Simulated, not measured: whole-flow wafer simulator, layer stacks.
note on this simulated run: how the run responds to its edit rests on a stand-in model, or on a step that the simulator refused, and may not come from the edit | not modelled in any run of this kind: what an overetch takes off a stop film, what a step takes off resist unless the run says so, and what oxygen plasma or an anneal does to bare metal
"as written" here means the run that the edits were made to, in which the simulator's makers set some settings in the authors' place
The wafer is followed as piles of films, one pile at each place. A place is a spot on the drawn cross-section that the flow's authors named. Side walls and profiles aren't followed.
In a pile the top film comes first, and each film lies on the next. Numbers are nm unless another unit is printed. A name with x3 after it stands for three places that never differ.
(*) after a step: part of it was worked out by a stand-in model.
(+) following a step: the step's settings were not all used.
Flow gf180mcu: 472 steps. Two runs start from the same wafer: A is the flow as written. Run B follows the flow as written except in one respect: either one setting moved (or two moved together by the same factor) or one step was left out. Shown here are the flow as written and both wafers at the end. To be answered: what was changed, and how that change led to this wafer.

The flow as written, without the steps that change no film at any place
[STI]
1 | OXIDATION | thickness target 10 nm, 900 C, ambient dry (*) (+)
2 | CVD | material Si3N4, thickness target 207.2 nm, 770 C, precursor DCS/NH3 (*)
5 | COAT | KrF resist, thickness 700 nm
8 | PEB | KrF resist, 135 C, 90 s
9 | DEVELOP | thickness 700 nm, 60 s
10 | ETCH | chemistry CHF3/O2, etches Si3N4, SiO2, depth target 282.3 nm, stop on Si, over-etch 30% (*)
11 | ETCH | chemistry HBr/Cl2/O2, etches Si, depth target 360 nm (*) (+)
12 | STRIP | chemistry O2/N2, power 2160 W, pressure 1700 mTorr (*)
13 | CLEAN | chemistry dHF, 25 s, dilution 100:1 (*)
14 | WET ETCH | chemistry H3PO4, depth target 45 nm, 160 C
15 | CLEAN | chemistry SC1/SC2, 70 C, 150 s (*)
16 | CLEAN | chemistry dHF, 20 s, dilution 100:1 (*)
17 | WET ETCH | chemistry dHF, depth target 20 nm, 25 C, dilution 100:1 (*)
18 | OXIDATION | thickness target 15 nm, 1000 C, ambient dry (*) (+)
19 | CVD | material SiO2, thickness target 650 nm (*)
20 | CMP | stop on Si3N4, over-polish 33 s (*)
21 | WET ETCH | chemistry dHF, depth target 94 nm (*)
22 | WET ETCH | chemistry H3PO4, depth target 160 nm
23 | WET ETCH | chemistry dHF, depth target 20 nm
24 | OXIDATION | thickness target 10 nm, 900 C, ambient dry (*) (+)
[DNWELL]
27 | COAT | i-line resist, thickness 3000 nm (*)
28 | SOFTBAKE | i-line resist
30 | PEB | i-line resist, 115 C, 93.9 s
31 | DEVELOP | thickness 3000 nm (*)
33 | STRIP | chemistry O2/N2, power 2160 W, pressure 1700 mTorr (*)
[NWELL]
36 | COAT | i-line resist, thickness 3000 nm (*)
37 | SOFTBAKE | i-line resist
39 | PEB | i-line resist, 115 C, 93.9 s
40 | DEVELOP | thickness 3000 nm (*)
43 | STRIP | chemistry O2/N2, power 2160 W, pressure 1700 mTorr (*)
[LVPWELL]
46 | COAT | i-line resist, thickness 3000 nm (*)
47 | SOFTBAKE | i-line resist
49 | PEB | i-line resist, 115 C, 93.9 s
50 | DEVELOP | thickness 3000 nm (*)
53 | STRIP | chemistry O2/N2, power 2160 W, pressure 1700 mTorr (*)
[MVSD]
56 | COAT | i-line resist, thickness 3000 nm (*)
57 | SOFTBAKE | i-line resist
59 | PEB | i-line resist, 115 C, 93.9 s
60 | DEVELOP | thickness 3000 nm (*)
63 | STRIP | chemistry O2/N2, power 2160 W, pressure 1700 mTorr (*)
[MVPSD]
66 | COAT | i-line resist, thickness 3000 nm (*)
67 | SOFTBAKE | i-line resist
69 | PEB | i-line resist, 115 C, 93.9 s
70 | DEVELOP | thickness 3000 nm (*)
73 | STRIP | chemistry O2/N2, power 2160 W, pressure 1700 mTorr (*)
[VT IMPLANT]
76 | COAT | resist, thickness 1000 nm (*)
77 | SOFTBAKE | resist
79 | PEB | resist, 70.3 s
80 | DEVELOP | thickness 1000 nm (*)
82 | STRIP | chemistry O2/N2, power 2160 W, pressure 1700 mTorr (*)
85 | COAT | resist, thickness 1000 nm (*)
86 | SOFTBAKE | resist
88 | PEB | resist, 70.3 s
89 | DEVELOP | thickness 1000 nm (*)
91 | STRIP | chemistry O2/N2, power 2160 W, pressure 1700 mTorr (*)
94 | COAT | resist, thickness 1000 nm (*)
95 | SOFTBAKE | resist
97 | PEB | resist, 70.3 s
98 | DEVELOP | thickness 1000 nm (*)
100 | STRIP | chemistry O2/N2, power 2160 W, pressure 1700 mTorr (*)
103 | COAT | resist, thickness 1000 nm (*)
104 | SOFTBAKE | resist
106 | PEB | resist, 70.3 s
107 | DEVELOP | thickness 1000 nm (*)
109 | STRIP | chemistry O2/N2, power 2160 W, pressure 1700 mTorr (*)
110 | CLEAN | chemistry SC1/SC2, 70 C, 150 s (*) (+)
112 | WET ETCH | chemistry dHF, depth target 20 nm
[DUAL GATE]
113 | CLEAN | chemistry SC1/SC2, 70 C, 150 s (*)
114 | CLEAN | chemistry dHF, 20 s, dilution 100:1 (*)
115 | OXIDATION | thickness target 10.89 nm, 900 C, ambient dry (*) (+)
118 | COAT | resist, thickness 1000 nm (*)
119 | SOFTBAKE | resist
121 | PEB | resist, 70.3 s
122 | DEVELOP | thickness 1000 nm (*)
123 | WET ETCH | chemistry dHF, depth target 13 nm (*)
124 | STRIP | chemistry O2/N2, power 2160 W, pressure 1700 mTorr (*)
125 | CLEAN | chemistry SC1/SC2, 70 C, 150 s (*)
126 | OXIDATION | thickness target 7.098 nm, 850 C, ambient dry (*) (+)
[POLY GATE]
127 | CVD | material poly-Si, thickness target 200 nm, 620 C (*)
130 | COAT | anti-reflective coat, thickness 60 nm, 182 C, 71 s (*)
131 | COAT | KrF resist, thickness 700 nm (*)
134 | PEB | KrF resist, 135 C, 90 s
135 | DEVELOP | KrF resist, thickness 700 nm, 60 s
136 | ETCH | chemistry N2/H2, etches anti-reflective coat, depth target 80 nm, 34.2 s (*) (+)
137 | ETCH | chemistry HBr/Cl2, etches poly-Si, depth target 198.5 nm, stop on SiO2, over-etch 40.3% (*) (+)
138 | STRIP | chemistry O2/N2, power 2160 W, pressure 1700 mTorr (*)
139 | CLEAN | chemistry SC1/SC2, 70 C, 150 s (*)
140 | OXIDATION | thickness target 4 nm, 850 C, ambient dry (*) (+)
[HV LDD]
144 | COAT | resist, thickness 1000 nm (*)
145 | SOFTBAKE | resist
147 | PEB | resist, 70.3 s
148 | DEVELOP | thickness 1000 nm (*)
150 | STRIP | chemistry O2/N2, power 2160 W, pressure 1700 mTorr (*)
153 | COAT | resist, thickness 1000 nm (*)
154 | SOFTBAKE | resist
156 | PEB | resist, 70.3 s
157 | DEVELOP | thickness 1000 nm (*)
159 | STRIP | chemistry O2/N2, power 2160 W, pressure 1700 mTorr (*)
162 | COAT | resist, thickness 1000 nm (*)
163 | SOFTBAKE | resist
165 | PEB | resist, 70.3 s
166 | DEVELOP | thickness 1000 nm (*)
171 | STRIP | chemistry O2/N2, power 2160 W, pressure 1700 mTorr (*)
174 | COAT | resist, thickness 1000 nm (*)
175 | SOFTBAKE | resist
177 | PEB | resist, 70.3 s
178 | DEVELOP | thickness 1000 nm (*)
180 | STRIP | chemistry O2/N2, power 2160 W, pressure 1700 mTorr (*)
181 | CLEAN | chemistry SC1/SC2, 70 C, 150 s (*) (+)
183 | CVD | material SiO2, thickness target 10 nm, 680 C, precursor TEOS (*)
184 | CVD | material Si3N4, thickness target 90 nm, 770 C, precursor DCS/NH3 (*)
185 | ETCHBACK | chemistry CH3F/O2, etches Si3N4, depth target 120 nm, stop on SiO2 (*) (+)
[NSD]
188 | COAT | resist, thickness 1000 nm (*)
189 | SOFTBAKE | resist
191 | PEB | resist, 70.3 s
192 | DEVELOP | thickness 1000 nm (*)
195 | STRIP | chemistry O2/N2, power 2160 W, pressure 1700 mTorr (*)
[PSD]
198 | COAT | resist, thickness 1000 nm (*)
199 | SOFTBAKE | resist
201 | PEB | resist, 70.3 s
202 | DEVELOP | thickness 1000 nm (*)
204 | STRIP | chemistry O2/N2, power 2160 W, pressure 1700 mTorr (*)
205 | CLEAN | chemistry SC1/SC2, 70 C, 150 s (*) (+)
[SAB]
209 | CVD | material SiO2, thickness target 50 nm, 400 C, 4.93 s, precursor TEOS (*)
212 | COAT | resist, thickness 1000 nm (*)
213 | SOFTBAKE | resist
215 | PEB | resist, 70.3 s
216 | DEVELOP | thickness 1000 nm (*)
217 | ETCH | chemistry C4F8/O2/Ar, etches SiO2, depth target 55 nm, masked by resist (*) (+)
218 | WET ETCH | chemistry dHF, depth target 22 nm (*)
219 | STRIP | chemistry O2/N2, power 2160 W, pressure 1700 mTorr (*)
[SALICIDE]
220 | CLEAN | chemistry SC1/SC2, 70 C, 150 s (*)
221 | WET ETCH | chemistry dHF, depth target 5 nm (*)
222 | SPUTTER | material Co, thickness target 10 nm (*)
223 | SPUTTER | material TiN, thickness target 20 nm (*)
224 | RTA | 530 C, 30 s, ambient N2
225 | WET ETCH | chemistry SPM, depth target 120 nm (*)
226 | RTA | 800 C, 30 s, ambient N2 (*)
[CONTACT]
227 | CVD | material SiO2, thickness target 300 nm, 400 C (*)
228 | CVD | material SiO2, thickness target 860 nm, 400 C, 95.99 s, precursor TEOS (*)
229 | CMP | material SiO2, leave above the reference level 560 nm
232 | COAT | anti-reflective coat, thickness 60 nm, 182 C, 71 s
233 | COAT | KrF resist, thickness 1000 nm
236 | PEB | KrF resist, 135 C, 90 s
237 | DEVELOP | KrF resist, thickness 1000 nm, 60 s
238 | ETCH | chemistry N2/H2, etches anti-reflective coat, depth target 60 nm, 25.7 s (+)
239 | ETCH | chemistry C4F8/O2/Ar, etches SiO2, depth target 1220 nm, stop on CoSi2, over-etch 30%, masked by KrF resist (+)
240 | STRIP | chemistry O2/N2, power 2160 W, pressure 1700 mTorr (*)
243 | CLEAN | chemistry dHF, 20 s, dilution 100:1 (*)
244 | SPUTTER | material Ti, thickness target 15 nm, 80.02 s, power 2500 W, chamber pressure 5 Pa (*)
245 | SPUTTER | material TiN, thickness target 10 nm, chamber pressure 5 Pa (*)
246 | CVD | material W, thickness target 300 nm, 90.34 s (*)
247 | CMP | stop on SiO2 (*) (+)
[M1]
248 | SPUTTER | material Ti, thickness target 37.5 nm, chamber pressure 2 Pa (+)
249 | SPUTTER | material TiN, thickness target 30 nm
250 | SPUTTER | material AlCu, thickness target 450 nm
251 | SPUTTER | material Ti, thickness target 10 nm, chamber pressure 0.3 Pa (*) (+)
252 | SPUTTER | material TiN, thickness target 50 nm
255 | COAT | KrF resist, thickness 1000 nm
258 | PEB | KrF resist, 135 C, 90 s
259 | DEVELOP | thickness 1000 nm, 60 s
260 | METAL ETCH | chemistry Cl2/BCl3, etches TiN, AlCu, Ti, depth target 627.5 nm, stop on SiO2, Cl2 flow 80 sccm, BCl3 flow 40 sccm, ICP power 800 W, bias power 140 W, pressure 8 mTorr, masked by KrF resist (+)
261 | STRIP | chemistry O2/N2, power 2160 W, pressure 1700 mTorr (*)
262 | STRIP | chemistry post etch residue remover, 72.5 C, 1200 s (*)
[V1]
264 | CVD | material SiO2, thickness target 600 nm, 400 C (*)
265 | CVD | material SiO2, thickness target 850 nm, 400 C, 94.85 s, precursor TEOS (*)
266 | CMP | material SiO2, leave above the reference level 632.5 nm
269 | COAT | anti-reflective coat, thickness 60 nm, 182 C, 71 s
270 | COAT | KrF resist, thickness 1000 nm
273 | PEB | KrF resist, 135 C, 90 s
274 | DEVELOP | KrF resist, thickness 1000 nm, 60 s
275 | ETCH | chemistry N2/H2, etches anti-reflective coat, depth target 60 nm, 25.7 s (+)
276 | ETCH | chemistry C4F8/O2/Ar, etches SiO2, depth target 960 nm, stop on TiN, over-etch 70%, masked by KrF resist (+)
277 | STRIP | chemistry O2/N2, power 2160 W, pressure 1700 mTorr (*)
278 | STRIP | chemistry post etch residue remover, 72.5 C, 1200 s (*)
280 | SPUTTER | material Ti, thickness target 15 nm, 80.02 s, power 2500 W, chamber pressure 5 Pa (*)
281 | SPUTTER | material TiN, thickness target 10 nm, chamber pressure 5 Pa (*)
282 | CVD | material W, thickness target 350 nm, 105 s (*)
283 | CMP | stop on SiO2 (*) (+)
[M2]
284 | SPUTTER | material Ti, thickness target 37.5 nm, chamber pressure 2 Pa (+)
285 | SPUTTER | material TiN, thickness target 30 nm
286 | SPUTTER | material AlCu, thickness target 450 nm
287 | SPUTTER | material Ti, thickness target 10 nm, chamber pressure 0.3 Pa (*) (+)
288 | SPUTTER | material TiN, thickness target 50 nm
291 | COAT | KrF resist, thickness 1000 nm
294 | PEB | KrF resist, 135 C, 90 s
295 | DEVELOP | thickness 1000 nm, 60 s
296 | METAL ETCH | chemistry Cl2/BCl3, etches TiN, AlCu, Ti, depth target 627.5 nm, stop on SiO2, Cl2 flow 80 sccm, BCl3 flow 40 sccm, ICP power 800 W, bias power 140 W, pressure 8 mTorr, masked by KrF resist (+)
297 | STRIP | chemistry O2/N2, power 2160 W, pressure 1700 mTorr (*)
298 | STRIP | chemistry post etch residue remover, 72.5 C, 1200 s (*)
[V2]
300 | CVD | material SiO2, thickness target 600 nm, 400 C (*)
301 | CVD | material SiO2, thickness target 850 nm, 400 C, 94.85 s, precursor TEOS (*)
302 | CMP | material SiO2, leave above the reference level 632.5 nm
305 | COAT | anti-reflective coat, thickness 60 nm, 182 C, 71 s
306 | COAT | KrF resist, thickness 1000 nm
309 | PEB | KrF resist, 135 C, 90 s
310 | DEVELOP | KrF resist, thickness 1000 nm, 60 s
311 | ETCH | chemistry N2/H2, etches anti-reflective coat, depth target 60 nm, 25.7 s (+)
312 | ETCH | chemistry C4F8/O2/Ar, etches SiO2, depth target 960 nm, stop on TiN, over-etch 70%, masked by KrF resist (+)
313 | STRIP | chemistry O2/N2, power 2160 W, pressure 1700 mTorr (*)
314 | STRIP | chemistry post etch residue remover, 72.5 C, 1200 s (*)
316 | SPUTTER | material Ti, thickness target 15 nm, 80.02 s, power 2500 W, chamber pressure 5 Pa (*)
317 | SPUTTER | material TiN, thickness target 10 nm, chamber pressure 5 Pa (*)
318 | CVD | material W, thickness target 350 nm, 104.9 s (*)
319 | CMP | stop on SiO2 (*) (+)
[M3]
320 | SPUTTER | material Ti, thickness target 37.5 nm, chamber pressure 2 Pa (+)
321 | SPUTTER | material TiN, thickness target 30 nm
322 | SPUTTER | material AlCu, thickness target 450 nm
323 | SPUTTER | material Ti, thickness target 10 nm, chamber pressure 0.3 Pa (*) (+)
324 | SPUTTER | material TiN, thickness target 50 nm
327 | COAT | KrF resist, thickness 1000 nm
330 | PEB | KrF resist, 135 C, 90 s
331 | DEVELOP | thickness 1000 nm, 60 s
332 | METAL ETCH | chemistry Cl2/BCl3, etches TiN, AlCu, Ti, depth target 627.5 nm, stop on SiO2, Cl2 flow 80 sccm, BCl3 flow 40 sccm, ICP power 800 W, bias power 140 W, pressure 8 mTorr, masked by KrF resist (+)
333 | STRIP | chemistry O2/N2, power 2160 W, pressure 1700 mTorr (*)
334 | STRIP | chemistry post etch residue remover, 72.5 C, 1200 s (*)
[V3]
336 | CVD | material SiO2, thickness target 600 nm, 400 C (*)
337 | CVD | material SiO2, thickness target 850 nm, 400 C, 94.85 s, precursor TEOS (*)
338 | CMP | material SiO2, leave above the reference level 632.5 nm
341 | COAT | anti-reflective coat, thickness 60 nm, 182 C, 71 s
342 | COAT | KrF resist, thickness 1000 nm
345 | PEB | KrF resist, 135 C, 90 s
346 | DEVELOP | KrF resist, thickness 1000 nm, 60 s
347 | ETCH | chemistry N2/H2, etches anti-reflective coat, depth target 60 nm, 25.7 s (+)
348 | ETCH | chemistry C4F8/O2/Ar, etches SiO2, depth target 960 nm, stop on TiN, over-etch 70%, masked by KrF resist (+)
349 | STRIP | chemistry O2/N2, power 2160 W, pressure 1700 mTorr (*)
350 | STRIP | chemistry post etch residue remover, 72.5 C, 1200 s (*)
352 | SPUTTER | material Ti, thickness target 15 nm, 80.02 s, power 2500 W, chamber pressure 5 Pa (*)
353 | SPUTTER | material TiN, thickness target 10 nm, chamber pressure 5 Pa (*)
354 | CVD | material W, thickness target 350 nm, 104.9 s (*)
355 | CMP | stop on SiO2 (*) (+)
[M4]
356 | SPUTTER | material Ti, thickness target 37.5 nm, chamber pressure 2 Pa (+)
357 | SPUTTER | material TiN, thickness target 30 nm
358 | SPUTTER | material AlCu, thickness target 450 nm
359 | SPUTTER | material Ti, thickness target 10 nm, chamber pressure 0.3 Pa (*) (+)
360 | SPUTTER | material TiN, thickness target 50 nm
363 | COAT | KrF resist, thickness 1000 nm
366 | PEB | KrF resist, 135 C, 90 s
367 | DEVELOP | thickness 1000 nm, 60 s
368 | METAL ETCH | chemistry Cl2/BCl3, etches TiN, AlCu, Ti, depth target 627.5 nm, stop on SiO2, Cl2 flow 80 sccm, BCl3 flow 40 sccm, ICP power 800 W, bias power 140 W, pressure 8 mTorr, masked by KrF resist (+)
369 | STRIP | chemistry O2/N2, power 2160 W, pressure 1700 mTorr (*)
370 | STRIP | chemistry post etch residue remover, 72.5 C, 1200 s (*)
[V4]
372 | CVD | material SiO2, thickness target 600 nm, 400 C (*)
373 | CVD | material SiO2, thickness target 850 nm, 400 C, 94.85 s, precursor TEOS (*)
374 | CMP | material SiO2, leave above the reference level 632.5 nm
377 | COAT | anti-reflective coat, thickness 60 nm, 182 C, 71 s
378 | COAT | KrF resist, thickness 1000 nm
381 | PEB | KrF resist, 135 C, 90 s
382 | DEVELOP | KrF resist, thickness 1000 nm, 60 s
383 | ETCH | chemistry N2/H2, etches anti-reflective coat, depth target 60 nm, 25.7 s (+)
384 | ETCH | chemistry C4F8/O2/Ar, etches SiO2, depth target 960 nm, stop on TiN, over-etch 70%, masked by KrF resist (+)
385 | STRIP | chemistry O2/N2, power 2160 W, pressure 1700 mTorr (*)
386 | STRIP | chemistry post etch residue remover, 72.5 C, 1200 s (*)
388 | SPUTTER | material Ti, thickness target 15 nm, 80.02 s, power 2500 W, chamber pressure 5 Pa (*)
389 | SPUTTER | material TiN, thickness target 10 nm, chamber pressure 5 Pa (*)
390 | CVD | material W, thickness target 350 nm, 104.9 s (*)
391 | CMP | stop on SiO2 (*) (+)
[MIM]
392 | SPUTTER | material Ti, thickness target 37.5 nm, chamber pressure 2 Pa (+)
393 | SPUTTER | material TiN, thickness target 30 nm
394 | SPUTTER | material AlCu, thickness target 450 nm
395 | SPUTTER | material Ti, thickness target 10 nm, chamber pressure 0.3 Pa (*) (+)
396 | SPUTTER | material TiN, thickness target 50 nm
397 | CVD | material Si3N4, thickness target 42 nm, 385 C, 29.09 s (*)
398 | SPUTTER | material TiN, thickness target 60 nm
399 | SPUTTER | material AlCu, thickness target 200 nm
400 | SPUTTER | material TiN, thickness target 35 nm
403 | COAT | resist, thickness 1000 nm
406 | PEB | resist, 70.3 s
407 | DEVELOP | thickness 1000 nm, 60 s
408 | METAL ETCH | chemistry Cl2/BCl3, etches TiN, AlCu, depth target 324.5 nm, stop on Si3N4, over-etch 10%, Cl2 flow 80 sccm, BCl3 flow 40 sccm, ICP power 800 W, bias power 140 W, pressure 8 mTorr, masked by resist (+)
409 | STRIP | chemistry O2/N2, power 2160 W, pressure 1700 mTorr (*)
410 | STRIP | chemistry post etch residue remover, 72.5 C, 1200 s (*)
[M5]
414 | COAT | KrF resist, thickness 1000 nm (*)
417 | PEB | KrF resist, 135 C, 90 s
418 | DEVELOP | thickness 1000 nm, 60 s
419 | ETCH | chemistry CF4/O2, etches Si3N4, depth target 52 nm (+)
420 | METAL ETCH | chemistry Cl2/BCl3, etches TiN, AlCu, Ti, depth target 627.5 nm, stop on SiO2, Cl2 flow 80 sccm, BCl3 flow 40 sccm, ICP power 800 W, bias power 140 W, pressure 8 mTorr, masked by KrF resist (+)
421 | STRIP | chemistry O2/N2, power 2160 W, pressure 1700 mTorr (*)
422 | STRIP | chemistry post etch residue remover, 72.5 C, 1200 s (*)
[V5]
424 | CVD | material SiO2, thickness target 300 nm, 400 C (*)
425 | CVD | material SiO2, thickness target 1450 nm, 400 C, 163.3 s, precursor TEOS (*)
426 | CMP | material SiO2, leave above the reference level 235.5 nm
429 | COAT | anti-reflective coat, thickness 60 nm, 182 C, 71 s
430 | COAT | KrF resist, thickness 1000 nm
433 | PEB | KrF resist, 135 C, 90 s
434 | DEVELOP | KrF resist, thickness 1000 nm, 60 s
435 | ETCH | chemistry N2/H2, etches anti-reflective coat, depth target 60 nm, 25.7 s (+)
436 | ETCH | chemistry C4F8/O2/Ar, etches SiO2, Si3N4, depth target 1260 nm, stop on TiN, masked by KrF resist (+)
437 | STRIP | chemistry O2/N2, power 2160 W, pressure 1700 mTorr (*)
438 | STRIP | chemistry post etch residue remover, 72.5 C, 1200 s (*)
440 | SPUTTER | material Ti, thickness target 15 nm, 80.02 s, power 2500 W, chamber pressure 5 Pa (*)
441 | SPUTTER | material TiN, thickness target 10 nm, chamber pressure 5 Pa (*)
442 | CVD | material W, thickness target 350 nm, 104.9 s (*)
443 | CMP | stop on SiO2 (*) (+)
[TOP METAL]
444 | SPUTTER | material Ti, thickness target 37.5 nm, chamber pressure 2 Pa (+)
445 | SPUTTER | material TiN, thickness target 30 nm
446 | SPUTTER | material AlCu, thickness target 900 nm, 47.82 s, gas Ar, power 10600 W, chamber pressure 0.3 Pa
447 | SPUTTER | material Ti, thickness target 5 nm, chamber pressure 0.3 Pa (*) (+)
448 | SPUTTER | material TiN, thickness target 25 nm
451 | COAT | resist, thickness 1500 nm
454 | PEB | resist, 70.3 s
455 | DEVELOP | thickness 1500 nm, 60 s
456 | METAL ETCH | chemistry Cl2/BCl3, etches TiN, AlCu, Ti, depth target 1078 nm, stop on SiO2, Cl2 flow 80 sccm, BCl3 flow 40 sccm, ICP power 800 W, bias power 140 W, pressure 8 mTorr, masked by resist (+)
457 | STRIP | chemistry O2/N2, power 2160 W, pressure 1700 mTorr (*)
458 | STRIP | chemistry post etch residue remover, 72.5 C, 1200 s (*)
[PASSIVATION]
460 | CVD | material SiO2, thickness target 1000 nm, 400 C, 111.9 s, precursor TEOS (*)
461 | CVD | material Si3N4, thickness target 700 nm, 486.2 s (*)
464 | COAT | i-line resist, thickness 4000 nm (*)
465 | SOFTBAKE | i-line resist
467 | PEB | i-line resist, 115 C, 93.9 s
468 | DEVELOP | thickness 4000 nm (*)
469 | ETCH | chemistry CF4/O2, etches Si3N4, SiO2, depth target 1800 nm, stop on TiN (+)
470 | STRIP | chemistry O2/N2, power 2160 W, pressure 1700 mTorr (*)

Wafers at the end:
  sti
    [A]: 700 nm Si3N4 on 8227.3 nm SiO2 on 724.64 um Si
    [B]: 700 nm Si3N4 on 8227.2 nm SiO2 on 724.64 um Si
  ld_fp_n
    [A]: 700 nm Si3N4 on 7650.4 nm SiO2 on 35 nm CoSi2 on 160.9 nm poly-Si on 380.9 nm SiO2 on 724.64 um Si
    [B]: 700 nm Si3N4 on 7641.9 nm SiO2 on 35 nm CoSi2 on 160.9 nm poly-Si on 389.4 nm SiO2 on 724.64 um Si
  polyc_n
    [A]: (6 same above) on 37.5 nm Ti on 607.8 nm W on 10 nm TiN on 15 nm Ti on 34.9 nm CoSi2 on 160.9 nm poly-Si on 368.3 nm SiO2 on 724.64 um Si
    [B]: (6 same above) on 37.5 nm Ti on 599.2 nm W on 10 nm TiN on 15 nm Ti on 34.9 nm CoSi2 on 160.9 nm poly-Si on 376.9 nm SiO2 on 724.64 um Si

What caused this: step 112, WET ETCH: depth target 12.2 nm was run, though the flow has depth target 20 nm.

Step by step, how the change led to this:
  112 | WET ETCH | chemistry dHF, depth target 20 nm
      field, field__w2, field__w3 and 43 more: A -22 SiO2 | B -13.4 SiO2
  130 | COAT | anti-reflective coat, thickness 60 nm, 182 C, 71 s (*)
      p_well, spacer, sd_n: A +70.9 anti-reflective coat (new film) | B +79.1 anti-reflective coat (new film)
      ldn_acc, ldp_acc: A +66.9 anti-reflective coat (new film) | B +70.1 anti-reflective coat (new film)
      (and at 66 other places as well)
  136 | ETCH | chemistry N2/H2, etches anti-reflective coat, depth target 80 nm, 34.2 s (*) (+)
      p_well, spacer, sd_n: A -70.9 anti-reflective coat (all of it), -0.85 poly-Si | B -79.1 anti-reflective coat (all of it), -0.64 poly-Si
      ldn_dft, ldp_dft: A -48.7 anti-reflective coat (all of it), -1.42 poly-Si | B -44.7 anti-reflective coat (all of it), -1.52 poly-Si
      (and at 46 other places as well)
  138 | STRIP | chemistry O2/N2, power 2160 W, pressure 1700 mTorr (*)
      gate: A +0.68 chemical SiO2 (new film), -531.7 KrF resist (all of it), -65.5 anti-reflective coat (all of it), -0.3 poly-Si | B +0.68 chemical SiO2 (new film), -532 KrF resist (all of it), -69.2 anti-reflective coat (all of it), -0.3 poly-Si
      gate_hv: A +0.68 chemical SiO2 (new film), -528.4 KrF resist (all of it), -61 anti-reflective coat (all of it), -0.3 poly-Si | B +0.68 chemical SiO2 (new film), -530.1 KrF resist (all of it), -62.4 anti-reflective coat (all of it), -0.3 poly-Si
      (and at 18 other places as well)
  189 | SOFTBAKE | resist
      active_hv: A +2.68 resist | B -0.43 resist
      active_nat: A +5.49 resist | B +9.28 resist
  199 | SOFTBAKE | resist
      active_hv: A +2.68 resist | B -0.43 resist
      active_nat: A +5.49 resist | B +9.28 resist
  218 | WET ETCH | chemistry dHF, depth target 22 nm (*)
      active: A -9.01 SiO2 (all of it) | B -8.03 SiO2 (all of it)
  223 | SPUTTER | material TiN, thickness target 20 nm (*)
      ld_sd_n: A +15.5 TiN (new film) | B +16.1 TiN (new film)
  225 | WET ETCH | chemistry SPM, depth target 120 nm (*)
      ld_sd_n: A -15.5 TiN (all of it) | B -16.1 TiN (all of it)
  226 | RTA | 800 C, 30 s, ambient N2 (*)
      ld_sd_n: A +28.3 CoSi2 (new film), -16.1 CoSi (all of it), -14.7 Si | B +27.7 CoSi2 (new film), -15.8 CoSi (all of it), -14.4 Si
  229 | CMP | material SiO2, leave above the reference level 560 nm
      ldn_sep__w1, ldn_sep__w2, ldn_dft and 8 more: A -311 SiO2 | B -319.6 SiO2
      sti, mim_1p0, pad, dice_street, iso_nw_fld, iso_fld_sub: A -296.8 SiO2 | B -305.4 SiO2
      (and at 40 other places as well)
